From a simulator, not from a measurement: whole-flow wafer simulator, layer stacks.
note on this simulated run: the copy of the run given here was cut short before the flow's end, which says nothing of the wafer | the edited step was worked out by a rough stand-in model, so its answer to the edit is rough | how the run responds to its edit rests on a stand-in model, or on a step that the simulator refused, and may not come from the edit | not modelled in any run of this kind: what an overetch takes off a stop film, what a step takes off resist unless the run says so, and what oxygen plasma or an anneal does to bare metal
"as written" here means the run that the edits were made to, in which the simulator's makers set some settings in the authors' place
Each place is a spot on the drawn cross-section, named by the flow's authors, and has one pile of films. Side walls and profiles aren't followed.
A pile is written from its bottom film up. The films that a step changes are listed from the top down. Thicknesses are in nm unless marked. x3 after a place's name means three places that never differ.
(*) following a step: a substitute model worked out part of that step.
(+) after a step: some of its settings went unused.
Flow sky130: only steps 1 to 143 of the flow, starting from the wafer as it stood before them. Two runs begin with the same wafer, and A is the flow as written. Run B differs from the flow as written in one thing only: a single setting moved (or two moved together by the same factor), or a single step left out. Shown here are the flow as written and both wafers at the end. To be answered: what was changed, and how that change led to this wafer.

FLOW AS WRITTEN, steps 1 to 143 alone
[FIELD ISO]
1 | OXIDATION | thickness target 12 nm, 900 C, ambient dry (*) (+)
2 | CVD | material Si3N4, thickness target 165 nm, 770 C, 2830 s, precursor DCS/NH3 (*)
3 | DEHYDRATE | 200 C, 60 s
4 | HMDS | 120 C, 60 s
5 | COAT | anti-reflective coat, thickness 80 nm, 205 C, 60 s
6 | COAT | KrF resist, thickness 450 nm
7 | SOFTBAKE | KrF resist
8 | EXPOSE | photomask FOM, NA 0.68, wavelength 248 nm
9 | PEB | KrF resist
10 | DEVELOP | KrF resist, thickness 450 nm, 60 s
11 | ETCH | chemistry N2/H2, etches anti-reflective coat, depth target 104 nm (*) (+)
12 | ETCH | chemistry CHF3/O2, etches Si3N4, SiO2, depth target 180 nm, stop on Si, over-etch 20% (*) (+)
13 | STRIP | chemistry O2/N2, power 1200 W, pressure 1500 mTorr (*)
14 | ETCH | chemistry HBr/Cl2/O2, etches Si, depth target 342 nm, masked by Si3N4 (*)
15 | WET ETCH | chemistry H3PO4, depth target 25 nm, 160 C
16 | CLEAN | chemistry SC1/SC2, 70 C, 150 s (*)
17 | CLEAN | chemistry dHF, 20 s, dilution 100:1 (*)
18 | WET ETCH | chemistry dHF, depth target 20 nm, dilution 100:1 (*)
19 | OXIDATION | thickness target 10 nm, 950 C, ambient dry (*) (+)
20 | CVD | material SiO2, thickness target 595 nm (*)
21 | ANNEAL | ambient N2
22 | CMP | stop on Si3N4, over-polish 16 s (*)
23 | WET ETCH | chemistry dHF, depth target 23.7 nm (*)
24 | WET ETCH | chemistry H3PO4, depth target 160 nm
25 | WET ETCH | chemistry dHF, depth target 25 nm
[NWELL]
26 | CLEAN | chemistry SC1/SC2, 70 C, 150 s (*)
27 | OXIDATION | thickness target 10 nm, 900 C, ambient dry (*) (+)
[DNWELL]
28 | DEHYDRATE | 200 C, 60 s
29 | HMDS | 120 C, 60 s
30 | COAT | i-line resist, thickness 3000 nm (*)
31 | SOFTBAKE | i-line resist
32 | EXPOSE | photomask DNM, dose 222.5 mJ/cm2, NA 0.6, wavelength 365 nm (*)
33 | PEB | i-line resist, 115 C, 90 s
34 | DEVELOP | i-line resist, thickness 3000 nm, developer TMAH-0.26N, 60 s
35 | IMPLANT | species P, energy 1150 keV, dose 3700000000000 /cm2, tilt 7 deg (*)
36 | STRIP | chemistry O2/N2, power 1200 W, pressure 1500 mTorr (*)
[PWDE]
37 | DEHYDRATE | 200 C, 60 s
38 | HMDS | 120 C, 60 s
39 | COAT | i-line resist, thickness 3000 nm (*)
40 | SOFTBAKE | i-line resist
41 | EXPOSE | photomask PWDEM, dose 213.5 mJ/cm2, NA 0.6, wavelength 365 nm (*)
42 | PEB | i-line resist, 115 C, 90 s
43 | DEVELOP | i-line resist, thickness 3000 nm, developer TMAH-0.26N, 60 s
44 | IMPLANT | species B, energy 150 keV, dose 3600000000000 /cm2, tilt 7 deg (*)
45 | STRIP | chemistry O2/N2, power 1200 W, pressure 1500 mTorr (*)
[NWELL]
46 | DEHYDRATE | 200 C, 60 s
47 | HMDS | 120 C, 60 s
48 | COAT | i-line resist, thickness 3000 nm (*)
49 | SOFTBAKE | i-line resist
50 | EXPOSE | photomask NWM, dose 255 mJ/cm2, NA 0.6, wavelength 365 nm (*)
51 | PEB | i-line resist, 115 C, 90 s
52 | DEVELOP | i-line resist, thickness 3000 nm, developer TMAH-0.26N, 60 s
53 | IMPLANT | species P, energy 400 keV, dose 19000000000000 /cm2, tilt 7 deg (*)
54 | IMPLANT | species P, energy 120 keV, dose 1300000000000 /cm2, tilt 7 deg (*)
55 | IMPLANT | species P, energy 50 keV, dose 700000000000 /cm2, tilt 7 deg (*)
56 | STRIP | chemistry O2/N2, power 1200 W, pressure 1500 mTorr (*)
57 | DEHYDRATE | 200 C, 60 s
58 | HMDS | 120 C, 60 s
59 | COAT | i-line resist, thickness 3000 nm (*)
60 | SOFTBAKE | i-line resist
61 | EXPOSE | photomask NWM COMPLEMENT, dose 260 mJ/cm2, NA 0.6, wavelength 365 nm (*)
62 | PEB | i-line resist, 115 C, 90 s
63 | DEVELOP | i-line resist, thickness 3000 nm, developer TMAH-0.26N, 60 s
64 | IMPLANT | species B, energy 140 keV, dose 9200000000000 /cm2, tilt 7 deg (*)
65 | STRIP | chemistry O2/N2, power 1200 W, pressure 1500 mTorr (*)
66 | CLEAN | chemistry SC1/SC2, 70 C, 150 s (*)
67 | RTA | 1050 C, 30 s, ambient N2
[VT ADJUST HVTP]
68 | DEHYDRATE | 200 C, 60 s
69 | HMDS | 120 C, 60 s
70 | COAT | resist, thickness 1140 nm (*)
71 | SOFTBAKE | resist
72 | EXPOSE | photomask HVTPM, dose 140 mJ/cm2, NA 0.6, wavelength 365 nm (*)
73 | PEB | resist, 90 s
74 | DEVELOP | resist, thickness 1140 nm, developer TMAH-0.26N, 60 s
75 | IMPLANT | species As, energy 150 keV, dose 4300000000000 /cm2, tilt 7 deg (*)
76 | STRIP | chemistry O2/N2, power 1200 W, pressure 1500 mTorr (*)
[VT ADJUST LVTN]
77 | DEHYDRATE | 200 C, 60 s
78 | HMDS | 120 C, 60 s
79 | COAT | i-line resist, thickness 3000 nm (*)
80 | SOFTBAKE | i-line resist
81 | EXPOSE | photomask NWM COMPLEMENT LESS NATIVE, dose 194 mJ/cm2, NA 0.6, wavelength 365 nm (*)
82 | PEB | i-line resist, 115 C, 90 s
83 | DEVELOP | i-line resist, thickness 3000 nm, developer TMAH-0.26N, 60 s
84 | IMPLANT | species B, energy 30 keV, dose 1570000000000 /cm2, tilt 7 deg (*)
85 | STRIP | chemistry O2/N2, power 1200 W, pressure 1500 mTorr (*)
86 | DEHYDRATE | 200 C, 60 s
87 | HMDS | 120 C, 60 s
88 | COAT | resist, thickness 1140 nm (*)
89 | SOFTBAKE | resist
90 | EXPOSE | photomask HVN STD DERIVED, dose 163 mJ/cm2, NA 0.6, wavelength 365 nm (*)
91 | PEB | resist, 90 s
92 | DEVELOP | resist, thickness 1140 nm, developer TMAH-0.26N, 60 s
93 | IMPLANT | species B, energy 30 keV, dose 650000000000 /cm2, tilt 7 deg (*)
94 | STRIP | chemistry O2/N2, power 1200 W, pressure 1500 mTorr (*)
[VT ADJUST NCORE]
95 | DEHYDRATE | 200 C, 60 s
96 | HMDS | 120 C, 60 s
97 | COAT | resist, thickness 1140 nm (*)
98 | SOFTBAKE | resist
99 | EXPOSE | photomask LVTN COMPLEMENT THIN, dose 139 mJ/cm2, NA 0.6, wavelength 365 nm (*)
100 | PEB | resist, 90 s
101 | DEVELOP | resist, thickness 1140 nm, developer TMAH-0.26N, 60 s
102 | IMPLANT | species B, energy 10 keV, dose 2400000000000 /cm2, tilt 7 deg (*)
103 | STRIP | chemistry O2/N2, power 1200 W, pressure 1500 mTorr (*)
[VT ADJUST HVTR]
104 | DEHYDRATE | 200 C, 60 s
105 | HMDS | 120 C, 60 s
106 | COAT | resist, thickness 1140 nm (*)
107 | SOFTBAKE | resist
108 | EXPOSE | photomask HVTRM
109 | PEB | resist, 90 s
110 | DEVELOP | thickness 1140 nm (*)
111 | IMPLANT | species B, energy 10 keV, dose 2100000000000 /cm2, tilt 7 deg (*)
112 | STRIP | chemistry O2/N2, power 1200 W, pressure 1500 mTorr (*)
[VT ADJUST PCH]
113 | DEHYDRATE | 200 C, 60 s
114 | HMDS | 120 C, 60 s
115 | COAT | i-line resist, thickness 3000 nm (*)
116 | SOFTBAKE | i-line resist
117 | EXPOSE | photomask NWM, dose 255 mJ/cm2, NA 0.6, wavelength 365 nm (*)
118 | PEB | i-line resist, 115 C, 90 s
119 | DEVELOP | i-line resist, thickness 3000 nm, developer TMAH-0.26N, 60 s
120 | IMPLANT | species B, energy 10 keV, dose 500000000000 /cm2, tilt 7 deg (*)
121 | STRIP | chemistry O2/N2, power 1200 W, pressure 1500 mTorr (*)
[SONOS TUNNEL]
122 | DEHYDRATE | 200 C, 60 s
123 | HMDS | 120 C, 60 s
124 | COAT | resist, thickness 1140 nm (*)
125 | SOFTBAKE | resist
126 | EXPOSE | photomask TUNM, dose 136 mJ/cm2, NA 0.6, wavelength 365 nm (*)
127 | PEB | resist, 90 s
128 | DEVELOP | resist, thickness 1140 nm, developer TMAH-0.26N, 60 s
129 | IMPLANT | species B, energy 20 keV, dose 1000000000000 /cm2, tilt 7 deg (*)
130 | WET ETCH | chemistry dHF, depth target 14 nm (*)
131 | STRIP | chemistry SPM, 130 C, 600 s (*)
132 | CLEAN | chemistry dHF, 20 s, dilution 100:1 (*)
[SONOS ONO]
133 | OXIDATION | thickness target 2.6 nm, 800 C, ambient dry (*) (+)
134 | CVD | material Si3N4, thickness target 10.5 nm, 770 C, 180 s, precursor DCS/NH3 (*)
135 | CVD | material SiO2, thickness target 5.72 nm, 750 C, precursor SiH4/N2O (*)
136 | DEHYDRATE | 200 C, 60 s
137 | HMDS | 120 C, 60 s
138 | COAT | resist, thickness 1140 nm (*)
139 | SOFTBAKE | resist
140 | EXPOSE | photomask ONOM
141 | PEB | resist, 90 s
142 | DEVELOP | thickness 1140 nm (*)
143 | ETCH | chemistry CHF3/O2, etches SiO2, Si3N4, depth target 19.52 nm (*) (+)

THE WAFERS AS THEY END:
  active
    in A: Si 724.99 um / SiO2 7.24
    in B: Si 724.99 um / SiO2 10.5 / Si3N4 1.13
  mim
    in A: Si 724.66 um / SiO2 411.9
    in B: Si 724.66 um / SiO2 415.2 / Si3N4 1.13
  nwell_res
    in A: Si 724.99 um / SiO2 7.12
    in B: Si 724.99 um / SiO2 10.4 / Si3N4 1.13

The reason: step 143, ETCH: depth target 15.09 nm was run, though the flow has depth target 19.52 nm.

The path from the change to this, step by step:
  143 | ETCH | chemistry CHF3/O2, etches SiO2, Si3N4, depth target 19.52 nm (*) (+)
      field, active, p_well x5 and 179 more: A -5.72 SiO2 (all of it), -10.5 Si3N4 (all of it), -3.3 SiO2 | B -5.72 SiO2 (all of it), -9.37 Si3N4
      n_well, sonos_sd: A -5.72 SiO2 (all of it), -10.5 Si3N4 (all of it), -2.6 SiO2 (all of it), -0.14 Si | B -5.72 SiO2 (all of it), -9.37 Si3N4
      (and at 2 other places as well)
